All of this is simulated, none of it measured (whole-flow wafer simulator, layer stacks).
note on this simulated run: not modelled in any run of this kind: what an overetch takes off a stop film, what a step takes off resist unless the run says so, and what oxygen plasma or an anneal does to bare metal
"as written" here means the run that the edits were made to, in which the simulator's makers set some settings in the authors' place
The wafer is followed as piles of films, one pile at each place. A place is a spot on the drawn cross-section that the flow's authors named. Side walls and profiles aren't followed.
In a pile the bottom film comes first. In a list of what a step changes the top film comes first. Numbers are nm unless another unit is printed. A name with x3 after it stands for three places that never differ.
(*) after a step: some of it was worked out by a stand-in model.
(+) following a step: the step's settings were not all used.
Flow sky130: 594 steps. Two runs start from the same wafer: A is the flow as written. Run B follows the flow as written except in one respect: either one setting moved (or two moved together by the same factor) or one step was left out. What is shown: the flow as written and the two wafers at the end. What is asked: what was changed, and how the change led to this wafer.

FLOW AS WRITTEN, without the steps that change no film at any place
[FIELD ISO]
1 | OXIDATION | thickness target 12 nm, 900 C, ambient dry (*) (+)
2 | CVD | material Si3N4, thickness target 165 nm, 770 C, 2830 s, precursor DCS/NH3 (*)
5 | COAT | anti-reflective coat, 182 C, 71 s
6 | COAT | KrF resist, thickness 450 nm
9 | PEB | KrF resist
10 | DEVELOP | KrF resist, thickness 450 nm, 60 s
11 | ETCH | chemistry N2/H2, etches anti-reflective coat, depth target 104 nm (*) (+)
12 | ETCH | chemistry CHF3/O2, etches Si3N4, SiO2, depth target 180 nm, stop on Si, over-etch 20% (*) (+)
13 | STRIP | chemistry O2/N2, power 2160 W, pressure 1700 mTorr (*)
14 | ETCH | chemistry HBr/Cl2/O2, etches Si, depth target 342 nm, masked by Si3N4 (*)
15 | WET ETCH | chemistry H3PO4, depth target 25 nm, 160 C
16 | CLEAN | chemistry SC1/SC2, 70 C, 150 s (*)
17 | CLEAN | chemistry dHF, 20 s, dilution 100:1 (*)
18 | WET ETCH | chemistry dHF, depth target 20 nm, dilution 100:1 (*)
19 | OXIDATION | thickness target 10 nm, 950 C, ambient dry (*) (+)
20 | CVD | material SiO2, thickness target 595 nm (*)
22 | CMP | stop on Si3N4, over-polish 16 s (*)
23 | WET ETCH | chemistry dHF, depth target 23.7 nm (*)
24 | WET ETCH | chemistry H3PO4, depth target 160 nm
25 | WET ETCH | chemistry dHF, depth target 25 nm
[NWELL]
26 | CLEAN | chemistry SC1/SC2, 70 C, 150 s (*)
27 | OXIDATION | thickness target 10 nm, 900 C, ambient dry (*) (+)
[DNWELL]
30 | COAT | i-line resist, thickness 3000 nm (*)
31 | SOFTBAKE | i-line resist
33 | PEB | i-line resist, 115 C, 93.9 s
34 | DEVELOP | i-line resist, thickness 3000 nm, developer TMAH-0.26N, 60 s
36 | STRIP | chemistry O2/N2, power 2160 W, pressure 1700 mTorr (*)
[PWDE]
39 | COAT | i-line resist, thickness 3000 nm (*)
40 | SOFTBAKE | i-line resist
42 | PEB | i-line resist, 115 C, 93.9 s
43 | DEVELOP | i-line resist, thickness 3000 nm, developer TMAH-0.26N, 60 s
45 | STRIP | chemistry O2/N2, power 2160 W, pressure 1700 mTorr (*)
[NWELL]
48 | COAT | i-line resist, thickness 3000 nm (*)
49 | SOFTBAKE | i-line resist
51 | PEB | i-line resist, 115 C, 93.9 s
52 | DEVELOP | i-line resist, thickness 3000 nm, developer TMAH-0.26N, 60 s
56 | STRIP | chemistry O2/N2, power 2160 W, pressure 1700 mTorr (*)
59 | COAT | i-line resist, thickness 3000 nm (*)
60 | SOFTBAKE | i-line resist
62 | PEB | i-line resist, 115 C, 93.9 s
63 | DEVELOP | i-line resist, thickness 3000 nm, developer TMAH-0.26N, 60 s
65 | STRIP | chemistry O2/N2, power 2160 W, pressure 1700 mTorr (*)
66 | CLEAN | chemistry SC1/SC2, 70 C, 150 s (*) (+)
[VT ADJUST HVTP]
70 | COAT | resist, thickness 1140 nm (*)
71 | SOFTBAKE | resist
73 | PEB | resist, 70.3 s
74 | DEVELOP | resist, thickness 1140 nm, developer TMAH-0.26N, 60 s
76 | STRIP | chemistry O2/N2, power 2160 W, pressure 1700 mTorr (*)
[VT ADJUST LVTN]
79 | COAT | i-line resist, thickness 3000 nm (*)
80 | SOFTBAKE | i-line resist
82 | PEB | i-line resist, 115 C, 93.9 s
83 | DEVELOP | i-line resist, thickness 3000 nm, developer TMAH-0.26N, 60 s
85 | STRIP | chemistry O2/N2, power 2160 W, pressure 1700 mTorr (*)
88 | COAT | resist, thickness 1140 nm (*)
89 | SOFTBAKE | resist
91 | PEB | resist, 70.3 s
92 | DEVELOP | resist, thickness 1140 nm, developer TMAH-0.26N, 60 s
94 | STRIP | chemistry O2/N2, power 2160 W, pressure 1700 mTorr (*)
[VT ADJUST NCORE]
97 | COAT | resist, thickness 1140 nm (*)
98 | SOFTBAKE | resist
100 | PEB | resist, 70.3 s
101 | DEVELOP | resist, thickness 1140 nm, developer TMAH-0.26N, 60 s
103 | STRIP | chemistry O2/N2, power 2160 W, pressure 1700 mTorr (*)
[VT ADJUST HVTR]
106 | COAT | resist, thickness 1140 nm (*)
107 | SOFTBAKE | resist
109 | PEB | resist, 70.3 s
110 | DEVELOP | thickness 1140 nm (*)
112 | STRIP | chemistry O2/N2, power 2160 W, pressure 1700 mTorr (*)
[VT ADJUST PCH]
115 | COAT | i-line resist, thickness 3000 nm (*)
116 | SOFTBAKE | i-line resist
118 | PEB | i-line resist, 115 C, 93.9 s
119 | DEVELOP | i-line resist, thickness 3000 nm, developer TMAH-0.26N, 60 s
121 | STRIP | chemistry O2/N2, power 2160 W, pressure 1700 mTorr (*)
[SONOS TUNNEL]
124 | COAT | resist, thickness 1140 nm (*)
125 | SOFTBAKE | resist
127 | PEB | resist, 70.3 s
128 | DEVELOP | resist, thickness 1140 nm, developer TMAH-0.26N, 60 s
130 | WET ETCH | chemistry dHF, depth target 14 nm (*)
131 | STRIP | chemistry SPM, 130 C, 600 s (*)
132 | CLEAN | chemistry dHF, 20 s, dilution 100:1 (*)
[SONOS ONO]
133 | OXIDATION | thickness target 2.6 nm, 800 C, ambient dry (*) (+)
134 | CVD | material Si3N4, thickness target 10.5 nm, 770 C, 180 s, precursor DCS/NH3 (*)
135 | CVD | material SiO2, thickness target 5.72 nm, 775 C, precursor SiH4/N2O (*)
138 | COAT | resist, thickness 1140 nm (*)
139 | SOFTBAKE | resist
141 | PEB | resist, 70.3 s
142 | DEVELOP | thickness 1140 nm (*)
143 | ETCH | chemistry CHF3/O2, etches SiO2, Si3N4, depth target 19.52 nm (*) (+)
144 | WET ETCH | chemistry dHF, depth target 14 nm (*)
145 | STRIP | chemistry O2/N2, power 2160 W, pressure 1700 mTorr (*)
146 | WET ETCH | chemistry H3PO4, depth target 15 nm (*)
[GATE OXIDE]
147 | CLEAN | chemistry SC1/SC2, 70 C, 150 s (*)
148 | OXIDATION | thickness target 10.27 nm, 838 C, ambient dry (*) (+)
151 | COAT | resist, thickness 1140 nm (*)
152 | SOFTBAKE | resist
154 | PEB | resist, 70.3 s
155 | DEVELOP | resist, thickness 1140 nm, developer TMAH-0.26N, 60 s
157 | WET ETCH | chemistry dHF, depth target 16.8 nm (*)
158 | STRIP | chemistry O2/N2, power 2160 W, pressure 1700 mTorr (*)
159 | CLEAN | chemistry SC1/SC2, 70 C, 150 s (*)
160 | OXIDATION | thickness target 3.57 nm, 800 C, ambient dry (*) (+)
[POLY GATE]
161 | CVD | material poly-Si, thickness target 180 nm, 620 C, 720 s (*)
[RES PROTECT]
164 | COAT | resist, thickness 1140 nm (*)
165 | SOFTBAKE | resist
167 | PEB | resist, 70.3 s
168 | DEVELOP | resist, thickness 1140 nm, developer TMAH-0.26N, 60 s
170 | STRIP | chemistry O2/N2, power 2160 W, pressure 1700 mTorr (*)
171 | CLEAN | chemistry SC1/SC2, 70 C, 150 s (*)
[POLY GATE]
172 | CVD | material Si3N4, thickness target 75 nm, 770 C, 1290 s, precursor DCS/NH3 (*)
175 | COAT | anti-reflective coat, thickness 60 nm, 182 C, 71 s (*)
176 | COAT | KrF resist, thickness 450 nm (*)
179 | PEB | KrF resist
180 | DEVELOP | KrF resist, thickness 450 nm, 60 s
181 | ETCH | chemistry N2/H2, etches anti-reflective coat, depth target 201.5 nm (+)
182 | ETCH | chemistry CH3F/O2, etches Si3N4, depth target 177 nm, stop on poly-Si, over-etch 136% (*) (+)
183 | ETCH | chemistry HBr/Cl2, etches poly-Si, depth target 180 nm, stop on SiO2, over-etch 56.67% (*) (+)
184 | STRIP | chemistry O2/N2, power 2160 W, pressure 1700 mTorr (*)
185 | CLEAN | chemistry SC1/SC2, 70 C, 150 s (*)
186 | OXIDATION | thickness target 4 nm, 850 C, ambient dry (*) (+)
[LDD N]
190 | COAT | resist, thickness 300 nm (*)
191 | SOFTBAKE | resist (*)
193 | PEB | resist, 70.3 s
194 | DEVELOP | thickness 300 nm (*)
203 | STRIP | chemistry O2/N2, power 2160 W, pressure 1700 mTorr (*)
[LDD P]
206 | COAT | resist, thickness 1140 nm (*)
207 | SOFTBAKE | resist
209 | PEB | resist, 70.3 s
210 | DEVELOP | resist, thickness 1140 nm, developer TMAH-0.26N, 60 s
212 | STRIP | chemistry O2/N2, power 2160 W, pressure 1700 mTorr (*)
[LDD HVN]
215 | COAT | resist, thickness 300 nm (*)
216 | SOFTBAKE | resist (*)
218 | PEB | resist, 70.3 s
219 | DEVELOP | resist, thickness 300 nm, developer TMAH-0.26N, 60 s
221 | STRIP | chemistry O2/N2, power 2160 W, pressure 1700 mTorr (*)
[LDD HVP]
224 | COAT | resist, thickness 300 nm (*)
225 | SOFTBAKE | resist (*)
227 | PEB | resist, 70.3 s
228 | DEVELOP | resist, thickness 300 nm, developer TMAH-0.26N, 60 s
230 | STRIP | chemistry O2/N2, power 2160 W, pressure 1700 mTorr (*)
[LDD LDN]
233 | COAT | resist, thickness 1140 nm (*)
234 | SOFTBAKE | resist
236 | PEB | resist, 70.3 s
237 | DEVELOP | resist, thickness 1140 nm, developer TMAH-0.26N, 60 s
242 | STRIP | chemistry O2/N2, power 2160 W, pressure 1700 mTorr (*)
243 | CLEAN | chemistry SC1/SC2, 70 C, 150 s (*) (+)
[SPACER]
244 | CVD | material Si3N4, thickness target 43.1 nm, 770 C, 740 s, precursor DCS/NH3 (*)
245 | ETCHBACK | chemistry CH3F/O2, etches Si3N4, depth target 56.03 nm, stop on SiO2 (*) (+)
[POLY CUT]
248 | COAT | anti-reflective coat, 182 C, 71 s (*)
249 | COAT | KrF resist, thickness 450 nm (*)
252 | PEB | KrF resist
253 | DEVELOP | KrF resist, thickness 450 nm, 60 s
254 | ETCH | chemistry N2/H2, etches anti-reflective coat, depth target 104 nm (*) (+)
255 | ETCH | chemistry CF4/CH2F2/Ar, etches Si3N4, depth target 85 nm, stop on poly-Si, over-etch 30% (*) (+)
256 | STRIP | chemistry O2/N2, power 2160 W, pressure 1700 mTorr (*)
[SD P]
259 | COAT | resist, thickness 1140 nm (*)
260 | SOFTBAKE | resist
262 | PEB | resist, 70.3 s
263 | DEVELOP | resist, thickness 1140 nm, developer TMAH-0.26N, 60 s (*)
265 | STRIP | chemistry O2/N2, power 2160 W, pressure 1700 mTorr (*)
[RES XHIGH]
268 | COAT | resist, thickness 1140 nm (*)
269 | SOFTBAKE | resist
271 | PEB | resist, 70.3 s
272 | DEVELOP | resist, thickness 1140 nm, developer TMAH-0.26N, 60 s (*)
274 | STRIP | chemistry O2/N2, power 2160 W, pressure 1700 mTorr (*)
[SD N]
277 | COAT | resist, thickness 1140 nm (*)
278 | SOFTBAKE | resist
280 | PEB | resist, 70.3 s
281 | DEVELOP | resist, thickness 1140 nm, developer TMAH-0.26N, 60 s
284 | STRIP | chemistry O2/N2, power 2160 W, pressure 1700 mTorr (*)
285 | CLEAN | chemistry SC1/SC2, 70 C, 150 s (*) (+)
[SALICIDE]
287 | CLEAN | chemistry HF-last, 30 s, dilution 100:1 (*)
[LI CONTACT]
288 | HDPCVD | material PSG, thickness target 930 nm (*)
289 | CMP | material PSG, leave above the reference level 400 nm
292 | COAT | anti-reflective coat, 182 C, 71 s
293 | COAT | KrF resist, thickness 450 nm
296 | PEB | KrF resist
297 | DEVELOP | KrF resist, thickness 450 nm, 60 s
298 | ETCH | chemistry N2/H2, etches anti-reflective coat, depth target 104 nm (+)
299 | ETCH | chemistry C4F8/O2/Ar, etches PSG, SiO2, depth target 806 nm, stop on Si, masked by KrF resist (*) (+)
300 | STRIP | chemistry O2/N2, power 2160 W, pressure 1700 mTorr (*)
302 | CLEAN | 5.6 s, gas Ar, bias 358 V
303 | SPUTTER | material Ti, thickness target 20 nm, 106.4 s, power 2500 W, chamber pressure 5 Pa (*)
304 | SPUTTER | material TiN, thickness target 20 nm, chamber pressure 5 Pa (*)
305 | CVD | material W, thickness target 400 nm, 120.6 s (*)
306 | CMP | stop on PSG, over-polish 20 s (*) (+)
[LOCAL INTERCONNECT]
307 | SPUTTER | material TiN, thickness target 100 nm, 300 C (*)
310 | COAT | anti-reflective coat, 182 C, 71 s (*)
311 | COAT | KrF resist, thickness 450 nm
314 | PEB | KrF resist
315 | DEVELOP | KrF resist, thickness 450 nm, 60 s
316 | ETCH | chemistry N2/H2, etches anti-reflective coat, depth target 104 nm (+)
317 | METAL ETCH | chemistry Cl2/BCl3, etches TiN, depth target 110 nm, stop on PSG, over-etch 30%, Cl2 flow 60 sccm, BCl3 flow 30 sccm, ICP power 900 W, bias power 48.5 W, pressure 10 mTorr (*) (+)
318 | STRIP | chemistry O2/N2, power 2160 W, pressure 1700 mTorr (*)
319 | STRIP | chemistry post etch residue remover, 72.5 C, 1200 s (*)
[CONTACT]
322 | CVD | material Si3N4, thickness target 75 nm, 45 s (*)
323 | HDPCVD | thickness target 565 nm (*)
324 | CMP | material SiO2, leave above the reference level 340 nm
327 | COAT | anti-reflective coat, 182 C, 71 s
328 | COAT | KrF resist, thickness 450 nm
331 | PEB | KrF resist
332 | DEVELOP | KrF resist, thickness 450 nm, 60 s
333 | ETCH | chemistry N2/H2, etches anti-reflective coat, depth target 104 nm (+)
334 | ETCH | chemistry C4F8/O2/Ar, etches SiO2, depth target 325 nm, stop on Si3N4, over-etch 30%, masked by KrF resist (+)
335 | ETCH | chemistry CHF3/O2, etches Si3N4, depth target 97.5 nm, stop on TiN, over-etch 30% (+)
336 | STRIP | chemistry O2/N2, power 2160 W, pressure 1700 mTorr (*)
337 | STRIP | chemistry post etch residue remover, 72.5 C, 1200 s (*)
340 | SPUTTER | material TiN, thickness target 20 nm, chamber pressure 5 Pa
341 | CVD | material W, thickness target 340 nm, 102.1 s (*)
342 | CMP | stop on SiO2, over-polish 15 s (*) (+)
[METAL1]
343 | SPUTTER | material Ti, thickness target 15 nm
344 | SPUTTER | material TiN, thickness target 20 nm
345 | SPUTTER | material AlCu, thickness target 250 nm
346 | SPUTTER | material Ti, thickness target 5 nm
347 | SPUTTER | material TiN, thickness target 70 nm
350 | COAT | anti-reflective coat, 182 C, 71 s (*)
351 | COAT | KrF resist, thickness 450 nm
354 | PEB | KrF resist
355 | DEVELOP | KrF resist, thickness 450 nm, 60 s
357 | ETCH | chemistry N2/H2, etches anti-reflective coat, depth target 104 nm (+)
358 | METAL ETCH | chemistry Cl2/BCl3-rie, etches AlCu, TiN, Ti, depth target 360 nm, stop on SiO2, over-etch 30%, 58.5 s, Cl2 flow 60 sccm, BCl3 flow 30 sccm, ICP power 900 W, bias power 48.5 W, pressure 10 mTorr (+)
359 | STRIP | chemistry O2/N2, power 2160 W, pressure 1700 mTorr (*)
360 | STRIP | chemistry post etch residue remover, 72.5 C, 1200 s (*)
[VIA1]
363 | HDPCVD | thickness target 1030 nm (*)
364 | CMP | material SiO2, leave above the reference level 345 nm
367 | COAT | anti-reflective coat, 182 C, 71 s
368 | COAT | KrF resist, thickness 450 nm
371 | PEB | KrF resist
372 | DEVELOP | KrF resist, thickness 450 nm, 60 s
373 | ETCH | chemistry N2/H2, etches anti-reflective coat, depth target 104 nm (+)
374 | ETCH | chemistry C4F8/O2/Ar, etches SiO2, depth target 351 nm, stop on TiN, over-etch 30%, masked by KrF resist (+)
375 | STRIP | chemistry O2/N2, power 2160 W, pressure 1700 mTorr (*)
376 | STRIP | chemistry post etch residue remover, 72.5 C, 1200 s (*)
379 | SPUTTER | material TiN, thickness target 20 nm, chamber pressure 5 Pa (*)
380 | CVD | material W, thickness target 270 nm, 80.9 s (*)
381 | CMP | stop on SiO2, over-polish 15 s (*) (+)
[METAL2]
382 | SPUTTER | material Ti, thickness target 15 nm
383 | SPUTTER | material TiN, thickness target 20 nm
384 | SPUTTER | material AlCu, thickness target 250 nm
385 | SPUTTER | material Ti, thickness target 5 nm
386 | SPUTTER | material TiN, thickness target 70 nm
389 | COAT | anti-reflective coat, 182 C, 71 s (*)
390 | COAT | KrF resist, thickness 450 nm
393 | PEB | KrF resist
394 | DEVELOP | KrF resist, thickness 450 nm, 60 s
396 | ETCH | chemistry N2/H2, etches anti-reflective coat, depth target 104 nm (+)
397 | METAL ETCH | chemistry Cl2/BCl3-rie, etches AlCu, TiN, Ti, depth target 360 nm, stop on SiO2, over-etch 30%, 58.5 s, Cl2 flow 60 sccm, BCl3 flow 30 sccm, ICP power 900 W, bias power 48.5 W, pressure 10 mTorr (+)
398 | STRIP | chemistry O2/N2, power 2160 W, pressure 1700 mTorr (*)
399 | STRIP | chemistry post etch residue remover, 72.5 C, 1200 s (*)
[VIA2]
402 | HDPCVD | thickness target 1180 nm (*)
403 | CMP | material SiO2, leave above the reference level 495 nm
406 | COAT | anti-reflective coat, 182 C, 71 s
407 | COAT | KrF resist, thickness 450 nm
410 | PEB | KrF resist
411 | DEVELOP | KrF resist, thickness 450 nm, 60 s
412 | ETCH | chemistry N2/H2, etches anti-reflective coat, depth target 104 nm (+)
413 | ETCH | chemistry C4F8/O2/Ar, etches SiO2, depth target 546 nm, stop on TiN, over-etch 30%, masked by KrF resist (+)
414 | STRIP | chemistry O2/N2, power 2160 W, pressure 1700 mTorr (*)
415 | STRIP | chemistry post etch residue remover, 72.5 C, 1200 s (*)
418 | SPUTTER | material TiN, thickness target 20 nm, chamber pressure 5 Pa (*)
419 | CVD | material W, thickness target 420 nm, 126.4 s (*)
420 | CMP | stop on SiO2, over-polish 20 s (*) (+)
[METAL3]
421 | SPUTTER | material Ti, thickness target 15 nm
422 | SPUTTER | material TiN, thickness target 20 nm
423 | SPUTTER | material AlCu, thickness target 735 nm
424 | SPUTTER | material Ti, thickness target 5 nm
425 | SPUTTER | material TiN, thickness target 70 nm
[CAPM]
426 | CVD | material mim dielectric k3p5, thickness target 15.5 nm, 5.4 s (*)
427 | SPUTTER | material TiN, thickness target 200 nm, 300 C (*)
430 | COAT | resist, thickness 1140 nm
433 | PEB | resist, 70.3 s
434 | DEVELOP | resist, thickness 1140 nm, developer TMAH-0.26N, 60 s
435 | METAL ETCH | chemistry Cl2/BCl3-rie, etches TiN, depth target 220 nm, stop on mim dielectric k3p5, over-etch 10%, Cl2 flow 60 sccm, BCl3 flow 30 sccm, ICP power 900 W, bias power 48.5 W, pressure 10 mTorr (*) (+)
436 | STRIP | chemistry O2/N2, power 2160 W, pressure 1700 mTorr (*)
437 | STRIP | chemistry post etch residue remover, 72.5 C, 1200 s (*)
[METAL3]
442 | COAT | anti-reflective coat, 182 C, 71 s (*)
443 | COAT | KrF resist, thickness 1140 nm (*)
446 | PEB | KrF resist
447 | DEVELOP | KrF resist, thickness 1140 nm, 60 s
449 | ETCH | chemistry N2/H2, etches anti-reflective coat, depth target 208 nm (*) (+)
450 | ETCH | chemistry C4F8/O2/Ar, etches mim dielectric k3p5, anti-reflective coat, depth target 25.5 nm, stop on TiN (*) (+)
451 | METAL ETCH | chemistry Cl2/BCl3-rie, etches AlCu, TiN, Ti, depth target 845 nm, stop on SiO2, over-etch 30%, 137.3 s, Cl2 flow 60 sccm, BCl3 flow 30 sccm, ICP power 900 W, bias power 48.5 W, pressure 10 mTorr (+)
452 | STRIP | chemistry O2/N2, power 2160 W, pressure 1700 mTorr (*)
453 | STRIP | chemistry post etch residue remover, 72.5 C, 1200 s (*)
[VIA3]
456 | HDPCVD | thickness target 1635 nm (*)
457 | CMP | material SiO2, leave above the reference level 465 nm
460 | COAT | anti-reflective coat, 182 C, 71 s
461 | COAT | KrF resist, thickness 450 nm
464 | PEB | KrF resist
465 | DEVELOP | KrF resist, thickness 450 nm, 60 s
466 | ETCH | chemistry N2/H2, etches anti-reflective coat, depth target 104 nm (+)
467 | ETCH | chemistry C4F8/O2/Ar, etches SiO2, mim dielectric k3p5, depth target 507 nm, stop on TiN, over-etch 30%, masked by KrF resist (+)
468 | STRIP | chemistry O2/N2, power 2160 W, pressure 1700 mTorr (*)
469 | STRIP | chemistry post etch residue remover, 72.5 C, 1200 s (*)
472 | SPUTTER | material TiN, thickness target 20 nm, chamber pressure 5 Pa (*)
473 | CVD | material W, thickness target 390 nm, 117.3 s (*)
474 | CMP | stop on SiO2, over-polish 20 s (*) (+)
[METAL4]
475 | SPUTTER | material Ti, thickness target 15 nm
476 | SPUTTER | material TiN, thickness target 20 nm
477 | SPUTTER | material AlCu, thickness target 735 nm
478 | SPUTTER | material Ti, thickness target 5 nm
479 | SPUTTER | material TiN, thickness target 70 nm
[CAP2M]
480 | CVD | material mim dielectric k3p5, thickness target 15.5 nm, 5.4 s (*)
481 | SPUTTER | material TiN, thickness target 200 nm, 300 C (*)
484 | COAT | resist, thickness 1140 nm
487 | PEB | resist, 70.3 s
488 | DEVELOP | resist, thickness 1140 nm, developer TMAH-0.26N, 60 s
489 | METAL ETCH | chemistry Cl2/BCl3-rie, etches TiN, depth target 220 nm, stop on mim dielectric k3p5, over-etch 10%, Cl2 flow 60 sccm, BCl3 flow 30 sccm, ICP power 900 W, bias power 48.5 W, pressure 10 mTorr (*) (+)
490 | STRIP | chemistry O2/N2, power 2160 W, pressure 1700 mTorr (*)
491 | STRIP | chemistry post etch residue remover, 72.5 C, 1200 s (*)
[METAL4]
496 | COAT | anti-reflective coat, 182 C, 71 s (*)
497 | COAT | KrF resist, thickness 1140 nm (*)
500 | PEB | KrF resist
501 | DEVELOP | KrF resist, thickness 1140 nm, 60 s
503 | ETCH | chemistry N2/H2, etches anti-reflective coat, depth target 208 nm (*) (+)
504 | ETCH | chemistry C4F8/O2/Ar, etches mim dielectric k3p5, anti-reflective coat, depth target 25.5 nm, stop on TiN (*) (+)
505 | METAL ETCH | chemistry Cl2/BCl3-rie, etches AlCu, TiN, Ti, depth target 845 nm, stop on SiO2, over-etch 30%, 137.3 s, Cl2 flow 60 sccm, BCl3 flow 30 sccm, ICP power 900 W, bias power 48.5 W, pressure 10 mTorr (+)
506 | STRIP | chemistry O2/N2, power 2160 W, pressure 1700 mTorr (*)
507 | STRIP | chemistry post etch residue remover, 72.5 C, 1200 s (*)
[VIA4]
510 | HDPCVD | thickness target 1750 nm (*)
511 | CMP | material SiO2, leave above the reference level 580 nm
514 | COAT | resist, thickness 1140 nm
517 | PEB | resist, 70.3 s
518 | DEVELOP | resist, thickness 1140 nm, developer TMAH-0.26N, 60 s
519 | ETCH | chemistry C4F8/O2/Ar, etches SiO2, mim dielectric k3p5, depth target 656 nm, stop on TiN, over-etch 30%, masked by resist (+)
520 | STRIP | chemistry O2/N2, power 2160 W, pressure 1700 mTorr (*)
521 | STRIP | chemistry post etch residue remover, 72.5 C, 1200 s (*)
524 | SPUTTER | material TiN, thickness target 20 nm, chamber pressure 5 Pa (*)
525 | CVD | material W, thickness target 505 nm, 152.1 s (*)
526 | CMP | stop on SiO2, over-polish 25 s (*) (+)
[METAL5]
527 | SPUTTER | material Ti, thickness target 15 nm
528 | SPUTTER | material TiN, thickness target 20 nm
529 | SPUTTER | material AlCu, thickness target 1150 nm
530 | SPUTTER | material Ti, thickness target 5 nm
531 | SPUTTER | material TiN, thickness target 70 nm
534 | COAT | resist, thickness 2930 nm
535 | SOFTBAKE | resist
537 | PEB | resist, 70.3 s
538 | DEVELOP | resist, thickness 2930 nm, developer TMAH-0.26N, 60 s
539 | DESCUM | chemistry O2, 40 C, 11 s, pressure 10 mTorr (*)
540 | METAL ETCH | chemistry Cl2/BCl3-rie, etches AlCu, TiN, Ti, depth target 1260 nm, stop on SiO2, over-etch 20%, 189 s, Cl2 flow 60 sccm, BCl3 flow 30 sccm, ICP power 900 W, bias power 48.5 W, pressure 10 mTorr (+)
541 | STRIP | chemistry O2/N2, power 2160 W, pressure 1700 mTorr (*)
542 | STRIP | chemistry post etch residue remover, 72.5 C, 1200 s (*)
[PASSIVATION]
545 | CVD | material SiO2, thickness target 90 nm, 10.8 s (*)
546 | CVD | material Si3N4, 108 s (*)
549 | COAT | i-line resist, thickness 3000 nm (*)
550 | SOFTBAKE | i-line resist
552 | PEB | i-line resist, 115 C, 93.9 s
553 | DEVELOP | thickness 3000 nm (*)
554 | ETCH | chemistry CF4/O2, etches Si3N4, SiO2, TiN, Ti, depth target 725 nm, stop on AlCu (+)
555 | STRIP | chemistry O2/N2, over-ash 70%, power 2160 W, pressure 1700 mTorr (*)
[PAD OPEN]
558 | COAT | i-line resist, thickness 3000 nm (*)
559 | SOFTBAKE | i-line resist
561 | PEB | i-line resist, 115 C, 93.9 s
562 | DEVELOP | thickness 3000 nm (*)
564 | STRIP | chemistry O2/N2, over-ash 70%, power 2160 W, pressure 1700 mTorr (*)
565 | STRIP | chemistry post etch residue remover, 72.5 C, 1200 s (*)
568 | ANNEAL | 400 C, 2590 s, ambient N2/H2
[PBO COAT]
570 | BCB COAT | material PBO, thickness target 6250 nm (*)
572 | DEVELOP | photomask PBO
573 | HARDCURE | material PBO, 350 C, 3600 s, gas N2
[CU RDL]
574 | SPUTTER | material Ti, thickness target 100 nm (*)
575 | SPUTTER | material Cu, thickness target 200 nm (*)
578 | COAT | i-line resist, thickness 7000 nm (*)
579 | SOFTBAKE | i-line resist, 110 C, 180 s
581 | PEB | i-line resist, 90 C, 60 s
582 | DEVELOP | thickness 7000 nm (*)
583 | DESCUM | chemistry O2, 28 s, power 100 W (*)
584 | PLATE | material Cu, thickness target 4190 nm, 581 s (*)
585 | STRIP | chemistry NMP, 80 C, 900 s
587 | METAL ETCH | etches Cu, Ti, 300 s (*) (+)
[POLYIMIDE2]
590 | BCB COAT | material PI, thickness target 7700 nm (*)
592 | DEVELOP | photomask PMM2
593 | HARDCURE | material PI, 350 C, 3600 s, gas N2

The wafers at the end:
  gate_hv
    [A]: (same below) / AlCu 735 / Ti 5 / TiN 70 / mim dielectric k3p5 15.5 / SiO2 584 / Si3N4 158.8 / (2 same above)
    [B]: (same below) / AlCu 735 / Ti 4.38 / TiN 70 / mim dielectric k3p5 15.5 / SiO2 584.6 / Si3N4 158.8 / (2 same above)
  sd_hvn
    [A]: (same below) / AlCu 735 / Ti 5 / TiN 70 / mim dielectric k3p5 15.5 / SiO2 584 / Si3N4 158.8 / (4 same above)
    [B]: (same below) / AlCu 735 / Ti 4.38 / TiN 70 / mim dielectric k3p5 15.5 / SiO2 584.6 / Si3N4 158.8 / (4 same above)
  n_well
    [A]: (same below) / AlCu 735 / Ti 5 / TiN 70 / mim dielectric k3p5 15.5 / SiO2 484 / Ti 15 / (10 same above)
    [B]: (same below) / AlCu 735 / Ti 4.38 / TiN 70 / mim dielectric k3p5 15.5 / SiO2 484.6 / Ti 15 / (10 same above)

Cause: step 478, SPUTTER: thickness target 4.38 nm was run, though the flow has thickness target 5 nm.
The wafer lets one read it off: gate_hv has Ti 4.38, and step 478 as written asks for 5 nm.

Step by step, how the change led to this:
  478 | SPUTTER | material Ti, thickness target 5 nm
      field, active, n_well and 189 more: A +5 Ti (new film) | B +4.38 Ti (new film)
  505 | METAL ETCH | chemistry Cl2/BCl3-rie, etches AlCu, TiN, Ti, depth target 845 nm, stop on SiO2, over-etch 30%, 137.3 s, Cl2 flow 60 sccm, BCl3 flow 30 sccm, ICP power 900 W, bias power 48.5 W, pressure 10 mTorr (+)
      field, gate, spacer and 68 more: A -70 TiN (all of it), -5 Ti (all of it), -735 AlCu (all of it), -20 TiN (all of it), -15 Ti (all of it), -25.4 SiO2 | B -70 TiN (all of it), -4.38 Ti (all of it), -735 AlCu (all of it), -20 TiN (all of it), -15 Ti (all of it), -25.4 SiO2
      active, vpp_iso1, mim_edge_plate and 14 more: A -70 TiN (all of it), -5 Ti (all of it), -735 AlCu (all of it), -20 TiN (all of it), -15 Ti (all of it), -25.3 SiO2 | B -70 TiN (all of it), -4.38 Ti (all of it), -735 AlCu (all of it), -20 TiN (all of it), -15 Ti (all of it), -25.4 SiO2
